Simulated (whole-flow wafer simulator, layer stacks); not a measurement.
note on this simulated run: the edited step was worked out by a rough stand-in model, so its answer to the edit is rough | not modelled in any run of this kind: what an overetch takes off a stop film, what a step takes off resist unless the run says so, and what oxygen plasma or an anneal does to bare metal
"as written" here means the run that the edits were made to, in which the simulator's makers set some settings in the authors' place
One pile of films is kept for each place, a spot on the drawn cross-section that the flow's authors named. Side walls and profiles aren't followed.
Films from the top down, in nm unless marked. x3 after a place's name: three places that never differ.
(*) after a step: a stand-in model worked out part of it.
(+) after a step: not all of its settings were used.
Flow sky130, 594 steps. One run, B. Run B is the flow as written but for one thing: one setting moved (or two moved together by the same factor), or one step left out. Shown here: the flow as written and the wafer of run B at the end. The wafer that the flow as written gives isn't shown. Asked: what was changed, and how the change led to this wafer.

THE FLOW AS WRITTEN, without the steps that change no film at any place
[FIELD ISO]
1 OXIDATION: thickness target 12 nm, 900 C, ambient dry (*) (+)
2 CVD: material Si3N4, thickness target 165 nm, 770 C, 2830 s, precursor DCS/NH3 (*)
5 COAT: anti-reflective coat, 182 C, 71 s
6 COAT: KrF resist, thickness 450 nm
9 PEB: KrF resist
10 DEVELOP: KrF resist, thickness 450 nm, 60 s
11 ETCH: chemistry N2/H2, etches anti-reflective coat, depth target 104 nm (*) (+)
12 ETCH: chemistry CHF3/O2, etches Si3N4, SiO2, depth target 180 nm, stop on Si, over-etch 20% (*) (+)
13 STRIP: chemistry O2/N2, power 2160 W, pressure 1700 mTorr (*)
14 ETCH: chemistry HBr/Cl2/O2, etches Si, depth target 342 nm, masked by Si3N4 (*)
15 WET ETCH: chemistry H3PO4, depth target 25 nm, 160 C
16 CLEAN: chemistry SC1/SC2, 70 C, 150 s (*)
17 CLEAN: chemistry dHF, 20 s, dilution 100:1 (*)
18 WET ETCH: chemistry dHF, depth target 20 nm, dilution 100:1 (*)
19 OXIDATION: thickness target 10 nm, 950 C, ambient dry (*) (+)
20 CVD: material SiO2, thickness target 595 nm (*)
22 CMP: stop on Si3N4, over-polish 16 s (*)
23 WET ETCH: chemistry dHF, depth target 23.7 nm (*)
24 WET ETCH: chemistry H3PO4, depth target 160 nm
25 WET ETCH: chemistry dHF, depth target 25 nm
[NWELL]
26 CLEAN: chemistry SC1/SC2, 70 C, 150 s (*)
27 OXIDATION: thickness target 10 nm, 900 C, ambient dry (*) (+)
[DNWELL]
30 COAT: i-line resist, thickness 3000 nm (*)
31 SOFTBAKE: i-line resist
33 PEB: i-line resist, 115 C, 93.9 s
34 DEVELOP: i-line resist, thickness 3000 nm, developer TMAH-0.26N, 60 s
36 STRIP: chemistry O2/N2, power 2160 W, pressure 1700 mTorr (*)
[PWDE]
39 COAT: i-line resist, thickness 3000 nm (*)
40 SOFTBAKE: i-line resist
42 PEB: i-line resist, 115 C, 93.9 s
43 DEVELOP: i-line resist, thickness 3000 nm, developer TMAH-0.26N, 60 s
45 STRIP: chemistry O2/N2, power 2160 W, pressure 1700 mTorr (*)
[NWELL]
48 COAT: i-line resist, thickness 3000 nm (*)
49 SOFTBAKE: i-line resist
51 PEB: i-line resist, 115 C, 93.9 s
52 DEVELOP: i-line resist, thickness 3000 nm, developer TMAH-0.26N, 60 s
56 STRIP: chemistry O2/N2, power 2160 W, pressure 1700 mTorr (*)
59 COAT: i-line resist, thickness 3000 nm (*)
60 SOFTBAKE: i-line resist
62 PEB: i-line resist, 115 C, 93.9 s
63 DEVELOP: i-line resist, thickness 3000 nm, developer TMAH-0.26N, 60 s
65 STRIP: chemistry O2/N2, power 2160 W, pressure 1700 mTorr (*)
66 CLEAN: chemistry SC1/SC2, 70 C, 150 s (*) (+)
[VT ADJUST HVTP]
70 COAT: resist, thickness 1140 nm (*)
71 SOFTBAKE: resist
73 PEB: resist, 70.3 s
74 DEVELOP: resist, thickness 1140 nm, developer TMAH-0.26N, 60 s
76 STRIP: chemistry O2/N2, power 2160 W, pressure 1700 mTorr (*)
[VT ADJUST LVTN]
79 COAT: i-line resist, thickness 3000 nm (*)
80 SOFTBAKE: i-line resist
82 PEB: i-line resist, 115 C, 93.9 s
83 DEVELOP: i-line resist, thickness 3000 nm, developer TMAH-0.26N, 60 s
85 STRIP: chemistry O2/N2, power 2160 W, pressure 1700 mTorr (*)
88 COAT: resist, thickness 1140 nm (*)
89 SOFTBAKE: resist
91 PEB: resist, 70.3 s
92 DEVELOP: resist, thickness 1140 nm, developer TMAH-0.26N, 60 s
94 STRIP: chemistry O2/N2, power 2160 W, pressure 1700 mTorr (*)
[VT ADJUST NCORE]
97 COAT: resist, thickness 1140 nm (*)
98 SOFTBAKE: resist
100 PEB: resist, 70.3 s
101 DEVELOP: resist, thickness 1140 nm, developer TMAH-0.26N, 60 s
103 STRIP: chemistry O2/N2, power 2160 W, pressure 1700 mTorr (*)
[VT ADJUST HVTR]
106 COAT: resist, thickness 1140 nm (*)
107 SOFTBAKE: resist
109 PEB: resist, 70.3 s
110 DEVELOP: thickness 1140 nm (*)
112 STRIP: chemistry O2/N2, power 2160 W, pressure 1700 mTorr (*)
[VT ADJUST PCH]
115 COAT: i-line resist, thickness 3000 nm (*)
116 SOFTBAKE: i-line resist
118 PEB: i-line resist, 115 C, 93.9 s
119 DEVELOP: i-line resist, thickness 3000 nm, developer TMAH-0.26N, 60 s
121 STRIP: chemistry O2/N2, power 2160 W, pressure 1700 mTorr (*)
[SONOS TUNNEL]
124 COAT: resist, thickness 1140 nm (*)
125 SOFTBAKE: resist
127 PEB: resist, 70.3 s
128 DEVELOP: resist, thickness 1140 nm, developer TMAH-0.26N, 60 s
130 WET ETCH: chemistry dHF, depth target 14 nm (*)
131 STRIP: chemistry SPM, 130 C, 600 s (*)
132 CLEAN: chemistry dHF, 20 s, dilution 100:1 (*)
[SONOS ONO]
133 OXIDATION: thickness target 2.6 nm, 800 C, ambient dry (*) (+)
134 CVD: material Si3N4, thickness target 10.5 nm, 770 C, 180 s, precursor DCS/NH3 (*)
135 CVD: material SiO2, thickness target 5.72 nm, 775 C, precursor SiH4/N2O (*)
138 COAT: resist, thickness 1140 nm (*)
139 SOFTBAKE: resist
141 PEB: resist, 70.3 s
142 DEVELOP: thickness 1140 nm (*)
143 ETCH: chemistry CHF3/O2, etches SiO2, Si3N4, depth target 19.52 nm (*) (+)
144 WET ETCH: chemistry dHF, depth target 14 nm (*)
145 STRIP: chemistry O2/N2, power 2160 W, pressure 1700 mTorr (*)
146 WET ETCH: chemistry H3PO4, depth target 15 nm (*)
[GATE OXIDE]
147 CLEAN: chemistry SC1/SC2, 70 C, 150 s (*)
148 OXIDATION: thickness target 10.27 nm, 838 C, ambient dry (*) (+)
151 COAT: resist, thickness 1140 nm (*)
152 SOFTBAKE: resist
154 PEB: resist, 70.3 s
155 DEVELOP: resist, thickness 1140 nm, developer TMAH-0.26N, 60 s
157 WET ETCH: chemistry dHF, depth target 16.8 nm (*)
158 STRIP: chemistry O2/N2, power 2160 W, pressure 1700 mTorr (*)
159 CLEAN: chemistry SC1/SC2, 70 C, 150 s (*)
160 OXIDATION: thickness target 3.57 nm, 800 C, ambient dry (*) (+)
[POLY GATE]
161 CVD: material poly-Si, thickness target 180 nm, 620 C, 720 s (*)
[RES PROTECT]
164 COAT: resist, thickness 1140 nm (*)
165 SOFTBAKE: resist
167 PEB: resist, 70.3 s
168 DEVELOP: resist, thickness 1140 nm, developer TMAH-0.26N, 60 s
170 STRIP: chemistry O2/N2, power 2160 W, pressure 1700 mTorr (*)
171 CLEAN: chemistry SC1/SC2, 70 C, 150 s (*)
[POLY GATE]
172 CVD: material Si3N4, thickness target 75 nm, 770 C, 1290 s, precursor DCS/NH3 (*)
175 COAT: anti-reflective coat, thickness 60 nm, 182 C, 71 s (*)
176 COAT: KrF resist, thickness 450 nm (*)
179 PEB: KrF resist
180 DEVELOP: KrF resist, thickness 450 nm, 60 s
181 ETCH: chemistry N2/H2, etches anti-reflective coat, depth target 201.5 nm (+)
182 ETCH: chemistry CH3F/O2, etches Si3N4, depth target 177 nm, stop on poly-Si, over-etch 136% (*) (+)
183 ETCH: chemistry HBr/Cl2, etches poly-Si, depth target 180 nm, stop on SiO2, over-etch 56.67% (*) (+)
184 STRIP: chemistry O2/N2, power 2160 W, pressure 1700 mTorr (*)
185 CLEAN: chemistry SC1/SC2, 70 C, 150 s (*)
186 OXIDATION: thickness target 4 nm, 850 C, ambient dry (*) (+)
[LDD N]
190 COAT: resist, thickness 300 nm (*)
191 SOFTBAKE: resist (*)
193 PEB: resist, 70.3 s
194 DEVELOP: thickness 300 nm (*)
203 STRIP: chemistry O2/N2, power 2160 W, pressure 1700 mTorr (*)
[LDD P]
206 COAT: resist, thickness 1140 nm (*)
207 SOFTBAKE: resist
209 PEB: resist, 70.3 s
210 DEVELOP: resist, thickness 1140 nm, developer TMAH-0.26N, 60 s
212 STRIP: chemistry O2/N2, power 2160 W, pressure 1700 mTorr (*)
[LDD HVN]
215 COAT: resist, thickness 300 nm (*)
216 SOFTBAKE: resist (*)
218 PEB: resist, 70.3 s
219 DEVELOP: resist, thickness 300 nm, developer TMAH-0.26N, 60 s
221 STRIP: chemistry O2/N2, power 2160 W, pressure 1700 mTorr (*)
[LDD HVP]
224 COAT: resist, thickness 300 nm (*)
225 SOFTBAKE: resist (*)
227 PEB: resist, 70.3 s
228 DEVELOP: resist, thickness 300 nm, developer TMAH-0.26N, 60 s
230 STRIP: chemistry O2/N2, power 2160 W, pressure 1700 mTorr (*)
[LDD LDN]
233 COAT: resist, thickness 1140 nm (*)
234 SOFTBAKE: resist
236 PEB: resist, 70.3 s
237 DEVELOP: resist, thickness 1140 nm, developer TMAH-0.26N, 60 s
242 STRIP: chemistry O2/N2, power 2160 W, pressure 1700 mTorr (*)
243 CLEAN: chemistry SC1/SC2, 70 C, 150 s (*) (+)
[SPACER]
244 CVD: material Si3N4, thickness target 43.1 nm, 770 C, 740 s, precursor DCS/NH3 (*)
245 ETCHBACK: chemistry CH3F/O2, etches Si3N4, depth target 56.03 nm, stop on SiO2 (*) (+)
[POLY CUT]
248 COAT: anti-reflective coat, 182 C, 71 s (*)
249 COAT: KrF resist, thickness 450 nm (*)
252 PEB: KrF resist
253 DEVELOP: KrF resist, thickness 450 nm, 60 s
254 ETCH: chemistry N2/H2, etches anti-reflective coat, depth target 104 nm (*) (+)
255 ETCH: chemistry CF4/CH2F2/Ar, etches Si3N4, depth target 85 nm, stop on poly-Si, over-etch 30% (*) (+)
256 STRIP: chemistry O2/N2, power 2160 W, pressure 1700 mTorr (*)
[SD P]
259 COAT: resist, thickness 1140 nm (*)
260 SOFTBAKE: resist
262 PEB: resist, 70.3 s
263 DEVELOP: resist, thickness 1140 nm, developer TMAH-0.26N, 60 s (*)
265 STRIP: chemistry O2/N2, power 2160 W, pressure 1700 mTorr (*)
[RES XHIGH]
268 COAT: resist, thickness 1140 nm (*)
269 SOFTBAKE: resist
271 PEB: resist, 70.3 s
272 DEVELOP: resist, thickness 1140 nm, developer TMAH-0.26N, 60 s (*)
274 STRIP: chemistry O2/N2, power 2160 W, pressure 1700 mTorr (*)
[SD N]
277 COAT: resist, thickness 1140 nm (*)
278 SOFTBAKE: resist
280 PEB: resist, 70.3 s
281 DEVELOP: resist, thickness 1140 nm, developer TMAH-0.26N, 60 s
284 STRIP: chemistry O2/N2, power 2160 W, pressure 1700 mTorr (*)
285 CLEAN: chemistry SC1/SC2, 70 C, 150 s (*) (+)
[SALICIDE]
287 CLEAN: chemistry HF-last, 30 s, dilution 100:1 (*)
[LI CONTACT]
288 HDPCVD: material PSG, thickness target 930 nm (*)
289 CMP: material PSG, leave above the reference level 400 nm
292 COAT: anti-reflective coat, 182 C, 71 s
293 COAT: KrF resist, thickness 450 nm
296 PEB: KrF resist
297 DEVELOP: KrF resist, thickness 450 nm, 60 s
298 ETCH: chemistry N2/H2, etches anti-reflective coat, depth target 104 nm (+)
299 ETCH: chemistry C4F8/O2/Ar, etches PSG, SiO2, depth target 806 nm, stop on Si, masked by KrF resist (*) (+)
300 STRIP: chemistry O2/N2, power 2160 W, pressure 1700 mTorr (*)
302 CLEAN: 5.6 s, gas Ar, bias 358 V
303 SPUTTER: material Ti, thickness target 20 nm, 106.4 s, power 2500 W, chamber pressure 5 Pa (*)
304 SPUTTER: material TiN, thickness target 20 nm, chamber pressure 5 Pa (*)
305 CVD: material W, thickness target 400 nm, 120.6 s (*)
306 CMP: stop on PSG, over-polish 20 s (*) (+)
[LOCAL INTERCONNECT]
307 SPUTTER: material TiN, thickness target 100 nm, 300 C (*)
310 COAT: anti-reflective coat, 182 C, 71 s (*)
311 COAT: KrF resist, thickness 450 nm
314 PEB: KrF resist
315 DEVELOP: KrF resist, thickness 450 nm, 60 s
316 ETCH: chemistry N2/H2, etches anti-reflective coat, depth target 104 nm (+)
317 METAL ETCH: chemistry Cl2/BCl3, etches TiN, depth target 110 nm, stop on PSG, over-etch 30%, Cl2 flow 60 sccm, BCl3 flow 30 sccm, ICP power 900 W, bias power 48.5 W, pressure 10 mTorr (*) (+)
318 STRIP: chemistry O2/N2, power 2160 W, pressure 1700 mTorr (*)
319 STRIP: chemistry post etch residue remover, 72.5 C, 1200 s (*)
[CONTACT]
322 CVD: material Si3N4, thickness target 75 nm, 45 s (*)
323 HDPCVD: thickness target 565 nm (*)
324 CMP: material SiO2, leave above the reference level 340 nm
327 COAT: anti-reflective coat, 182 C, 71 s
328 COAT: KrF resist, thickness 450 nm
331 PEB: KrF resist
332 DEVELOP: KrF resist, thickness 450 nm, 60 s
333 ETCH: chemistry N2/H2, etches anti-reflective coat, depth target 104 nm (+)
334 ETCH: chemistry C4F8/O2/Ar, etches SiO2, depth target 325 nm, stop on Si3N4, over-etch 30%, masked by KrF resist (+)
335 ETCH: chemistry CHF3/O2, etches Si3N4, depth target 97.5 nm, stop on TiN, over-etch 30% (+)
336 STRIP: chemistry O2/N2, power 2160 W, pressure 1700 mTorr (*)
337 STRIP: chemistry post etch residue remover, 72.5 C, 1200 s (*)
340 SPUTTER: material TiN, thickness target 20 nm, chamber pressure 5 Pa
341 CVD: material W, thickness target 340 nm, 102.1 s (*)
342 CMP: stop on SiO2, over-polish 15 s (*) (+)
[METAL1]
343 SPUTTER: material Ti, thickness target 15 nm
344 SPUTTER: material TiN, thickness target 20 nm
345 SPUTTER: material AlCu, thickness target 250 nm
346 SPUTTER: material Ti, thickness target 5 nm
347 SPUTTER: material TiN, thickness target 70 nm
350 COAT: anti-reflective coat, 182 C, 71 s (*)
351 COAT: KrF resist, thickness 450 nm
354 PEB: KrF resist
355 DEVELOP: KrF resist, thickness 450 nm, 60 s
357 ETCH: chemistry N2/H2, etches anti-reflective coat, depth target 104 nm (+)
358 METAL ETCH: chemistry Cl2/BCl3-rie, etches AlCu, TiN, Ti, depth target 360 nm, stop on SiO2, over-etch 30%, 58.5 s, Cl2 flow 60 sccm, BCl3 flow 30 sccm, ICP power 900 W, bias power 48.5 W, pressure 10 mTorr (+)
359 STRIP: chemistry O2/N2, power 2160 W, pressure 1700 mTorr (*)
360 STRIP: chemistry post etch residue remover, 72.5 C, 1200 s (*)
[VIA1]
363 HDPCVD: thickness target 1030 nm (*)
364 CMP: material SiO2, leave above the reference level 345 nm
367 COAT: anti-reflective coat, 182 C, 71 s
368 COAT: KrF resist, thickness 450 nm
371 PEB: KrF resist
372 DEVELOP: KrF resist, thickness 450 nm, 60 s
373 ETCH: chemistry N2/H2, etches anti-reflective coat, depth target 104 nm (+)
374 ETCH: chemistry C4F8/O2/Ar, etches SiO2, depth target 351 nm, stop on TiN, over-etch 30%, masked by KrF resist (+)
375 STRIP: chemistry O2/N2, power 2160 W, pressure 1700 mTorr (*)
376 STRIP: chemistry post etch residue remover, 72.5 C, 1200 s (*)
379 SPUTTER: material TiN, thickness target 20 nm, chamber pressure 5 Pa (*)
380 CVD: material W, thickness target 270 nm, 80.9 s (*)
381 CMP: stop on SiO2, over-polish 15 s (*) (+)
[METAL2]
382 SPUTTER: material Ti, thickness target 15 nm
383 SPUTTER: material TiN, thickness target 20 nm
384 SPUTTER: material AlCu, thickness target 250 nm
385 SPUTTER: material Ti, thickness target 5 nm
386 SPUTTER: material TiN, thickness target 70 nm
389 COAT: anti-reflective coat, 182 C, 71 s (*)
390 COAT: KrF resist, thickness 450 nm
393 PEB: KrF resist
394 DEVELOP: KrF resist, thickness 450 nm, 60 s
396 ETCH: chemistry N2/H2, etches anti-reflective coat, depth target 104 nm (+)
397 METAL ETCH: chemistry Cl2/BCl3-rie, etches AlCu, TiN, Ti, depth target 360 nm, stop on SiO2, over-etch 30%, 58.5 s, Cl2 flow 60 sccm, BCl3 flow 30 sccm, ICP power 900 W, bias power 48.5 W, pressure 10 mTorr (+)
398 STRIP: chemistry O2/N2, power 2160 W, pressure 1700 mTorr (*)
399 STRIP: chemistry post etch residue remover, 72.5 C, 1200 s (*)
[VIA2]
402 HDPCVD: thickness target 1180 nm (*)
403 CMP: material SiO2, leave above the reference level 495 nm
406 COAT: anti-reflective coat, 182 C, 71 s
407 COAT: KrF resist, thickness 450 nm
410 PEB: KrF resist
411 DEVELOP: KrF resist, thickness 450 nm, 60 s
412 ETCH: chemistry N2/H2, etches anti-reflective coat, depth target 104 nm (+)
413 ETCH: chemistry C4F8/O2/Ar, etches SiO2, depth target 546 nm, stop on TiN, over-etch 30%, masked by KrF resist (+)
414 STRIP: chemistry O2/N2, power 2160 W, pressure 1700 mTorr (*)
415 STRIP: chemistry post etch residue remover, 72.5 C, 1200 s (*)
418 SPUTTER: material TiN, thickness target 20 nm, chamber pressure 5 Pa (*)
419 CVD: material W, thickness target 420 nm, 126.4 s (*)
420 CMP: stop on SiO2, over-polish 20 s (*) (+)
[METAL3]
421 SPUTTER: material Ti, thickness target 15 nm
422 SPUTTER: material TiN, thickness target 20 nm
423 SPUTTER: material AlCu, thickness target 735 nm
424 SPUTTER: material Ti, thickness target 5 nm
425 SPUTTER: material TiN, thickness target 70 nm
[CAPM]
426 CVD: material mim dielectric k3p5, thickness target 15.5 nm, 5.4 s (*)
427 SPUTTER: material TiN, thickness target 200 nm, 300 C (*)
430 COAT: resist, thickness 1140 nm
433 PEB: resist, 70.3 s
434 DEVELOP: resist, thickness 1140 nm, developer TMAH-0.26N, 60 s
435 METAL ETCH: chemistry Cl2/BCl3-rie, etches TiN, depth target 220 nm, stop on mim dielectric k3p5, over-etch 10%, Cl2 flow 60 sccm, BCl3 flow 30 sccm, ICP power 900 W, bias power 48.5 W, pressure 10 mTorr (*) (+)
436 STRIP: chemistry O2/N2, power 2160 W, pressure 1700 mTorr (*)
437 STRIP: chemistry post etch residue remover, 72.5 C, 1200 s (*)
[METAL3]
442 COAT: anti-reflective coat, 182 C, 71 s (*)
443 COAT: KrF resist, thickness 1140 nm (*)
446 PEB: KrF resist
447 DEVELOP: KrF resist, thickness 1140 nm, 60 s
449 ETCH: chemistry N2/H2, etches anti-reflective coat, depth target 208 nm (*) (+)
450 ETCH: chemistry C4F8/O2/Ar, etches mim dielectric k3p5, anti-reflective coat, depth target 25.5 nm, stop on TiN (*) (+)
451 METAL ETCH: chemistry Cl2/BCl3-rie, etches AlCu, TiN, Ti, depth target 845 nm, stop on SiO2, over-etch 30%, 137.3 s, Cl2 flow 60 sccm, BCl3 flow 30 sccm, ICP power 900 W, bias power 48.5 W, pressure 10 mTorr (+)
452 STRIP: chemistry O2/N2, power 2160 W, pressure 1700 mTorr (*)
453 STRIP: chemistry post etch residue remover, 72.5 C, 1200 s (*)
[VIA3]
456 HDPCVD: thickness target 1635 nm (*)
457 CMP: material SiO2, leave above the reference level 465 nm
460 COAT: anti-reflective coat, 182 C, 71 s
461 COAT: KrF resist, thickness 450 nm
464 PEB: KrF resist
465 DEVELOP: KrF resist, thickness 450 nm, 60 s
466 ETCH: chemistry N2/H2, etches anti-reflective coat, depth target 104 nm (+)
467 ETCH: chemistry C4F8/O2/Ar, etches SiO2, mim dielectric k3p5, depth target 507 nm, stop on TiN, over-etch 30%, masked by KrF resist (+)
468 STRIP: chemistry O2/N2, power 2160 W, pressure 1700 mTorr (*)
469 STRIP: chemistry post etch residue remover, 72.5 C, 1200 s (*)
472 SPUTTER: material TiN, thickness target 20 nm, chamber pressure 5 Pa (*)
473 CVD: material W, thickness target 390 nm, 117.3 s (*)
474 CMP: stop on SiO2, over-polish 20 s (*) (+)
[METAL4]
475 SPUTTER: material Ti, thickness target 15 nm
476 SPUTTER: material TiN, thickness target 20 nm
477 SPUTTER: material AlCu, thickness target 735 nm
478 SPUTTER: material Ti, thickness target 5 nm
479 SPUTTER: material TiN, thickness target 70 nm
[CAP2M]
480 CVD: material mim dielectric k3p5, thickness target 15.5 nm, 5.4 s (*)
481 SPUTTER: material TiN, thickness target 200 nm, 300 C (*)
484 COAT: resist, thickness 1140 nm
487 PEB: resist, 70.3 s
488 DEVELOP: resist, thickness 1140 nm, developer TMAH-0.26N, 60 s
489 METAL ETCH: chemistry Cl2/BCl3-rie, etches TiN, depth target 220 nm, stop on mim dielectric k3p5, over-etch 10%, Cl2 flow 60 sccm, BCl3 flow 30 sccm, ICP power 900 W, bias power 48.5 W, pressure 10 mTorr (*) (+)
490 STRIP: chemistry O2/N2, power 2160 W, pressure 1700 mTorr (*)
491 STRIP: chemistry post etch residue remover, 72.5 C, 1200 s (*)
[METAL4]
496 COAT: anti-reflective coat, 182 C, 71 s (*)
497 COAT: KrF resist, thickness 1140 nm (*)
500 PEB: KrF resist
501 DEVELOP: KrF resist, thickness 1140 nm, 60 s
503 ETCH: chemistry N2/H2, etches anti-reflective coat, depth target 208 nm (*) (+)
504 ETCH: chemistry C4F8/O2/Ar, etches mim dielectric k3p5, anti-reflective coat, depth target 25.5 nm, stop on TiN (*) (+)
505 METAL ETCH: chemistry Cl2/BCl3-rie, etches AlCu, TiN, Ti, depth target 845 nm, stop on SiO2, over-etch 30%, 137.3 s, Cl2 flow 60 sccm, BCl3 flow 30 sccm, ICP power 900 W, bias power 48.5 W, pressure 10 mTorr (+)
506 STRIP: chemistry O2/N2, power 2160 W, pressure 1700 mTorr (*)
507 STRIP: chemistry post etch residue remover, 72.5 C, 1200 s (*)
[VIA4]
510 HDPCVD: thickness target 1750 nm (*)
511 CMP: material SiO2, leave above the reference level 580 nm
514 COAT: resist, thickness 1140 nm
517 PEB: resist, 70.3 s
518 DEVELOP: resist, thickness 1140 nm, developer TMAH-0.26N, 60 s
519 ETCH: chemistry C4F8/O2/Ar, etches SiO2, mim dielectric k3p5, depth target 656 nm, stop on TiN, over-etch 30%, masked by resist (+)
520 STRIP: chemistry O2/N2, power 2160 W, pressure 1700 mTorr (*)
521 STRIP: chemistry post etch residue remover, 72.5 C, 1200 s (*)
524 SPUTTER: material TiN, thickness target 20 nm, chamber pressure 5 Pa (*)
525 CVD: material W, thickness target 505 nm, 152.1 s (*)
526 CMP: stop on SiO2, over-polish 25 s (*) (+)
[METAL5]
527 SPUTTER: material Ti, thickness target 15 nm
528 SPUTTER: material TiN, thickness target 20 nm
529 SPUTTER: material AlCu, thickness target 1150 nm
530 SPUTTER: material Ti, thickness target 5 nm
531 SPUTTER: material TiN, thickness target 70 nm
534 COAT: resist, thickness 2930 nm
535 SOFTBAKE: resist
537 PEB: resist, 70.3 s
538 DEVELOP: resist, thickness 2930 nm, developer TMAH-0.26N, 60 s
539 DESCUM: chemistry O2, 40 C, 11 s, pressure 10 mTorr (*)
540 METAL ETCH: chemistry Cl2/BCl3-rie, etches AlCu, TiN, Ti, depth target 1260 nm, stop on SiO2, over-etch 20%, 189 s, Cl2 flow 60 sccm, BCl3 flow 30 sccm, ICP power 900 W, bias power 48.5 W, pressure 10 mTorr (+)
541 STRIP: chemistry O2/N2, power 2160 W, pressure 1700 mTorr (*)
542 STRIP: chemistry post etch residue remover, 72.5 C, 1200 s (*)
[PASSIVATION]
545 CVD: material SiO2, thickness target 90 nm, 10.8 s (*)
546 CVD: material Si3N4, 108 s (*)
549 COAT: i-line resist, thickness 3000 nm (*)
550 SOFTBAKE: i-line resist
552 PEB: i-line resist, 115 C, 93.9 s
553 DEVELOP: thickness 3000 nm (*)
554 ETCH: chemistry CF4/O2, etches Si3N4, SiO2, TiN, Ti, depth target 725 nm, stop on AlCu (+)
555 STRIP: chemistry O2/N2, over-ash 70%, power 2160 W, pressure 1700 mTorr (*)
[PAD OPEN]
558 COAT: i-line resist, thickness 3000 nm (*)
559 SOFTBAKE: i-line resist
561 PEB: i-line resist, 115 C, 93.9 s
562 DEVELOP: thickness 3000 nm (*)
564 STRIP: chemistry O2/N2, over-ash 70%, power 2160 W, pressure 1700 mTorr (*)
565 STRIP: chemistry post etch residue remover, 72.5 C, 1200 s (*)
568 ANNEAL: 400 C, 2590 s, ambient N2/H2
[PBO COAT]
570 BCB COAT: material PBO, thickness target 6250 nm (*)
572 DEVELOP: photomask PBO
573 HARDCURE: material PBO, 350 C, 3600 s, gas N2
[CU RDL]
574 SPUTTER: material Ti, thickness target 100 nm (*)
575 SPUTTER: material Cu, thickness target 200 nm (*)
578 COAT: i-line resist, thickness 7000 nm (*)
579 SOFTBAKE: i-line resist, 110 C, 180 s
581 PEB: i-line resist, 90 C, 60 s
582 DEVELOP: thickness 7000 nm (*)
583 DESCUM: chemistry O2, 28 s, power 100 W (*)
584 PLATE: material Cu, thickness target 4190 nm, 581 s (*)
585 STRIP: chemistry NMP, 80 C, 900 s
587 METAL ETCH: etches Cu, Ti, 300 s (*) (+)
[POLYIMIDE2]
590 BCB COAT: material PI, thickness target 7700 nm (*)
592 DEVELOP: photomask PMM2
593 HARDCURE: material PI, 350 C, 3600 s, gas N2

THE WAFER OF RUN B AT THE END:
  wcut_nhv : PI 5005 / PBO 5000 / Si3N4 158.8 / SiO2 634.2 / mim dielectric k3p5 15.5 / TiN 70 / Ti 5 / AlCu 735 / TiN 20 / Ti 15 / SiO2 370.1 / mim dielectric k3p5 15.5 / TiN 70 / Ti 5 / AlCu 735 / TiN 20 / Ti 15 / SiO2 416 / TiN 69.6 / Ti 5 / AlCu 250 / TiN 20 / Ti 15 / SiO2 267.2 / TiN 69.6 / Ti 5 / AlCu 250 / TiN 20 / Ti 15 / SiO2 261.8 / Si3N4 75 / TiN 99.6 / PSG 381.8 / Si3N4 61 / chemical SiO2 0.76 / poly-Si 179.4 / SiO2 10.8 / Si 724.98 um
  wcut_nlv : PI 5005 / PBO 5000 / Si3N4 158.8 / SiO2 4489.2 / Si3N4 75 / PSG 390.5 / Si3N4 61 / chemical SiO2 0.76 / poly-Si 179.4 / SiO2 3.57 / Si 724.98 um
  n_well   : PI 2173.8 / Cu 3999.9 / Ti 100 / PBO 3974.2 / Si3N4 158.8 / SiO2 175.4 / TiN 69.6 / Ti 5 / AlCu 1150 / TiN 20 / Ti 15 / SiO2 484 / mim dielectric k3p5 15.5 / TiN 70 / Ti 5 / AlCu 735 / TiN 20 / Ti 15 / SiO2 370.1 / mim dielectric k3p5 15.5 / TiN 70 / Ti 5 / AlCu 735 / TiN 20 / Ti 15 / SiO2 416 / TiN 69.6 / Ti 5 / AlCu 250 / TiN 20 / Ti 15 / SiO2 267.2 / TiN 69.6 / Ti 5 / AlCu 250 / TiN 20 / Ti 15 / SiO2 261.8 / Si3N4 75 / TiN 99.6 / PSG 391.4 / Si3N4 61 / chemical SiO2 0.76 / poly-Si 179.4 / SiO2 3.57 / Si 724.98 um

The cause: step 545, CVD: thickness target 127 nm was run, where the flow has thickness target 90 nm; step 545, CVD: 15.2 s was run, where the flow has 10.8 s.

How the change led to this, step by step:
  545 CVD: material SiO2, thickness target 90 nm, 10.8 s (*)
      field, active, gate and 175 more: SiO2 +175.4 (as written it would be: SiO2 +125.2)
      n_well, p_well, sd_n and 12 more: SiO2 +175.4 (new film) (as written it would be: SiO2 +125.2 (new film))
  550 SOFTBAKE: i-line resist
      gate_p_lvt, iso_guard_hv_nw: i-line resist +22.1 (as written it would be: i-line resist +20.6)
      active: i-line resist +13.1 (as written it would be: i-line resist +12)
      (and at 57 more places)
  554 ETCH: chemistry CF4/O2, etches Si3N4, SiO2, TiN, Ti, depth target 725 nm, stop on AlCu (+)
      field, active, n_well and 189 more: i-line resist -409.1 (as written it would be: i-line resist -358.9)
      pad: Si3N4 -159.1 (all of it), SiO2 -175.4 (all of it), TiN -69.6 (all of it), Ti -5 (all of it) (as written it would be: Si3N4 -159.1 (all of it), SiO2 -125.2 (all of it), TiN -69.6 (all of it), Ti -5 (all of it))
  555 STRIP: chemistry O2/N2, over-ash 70%, power 2160 W, pressure 1700 mTorr (*)
      n_well, p_well, sd_n, sd_p: i-line resist -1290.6 (all of it) (as written it would be: i-line resist -1340.8 (all of it))
      m1: i-line resist -1315.9 (all of it) (as written it would be: i-line resist -1364.1 (all of it))
      (and at 8 more places)
  558 COAT: i-line resist, thickness 3000 nm (*)
      pad: i-line resist +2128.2 (new film) (as written it would be: i-line resist +2077.7 (new film))
  559 SOFTBAKE: i-line resist
      gate_p_lvt, iso_guard_hv_nw: i-line resist +22.1 (as written it would be: i-line resist +20.6)
      field: i-line resist +13.7 (as written it would be: i-line resist +12.5)
      (and at 64 more places)
  561 PEB: i-line resist, 115 C, 93.9 s
      pad: i-line resist -33.1 (as written it would be: i-line resist -32.2)
  562 DEVELOP: thickness 3000 nm (*)
      pad: i-line resist -2095.2 (all of it) (as written it would be: i-line resist -2045.5 (all of it))
  578 COAT: i-line resist, thickness 7000 nm (*)
      pad: i-line resist +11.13 um (new film) (as written it would be: i-line resist +11.08 um (new film))
  579 SOFTBAKE: i-line resist, 110 C, 180 s
      ndiff_licon_rim, ndiff_licon: i-line resist -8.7 (as written it would be: i-line resist -8.01)
      rpo_hd_licon, mim2: i-line resist -15.6 (as written it would be: i-line resist -14.9)
      (and at 26 more places)
  582 DEVELOP: thickness 7000 nm (*)
      pad: i-line resist -11.13 um (all of it) (as written it would be: i-line resist -11.08 um (all of it))
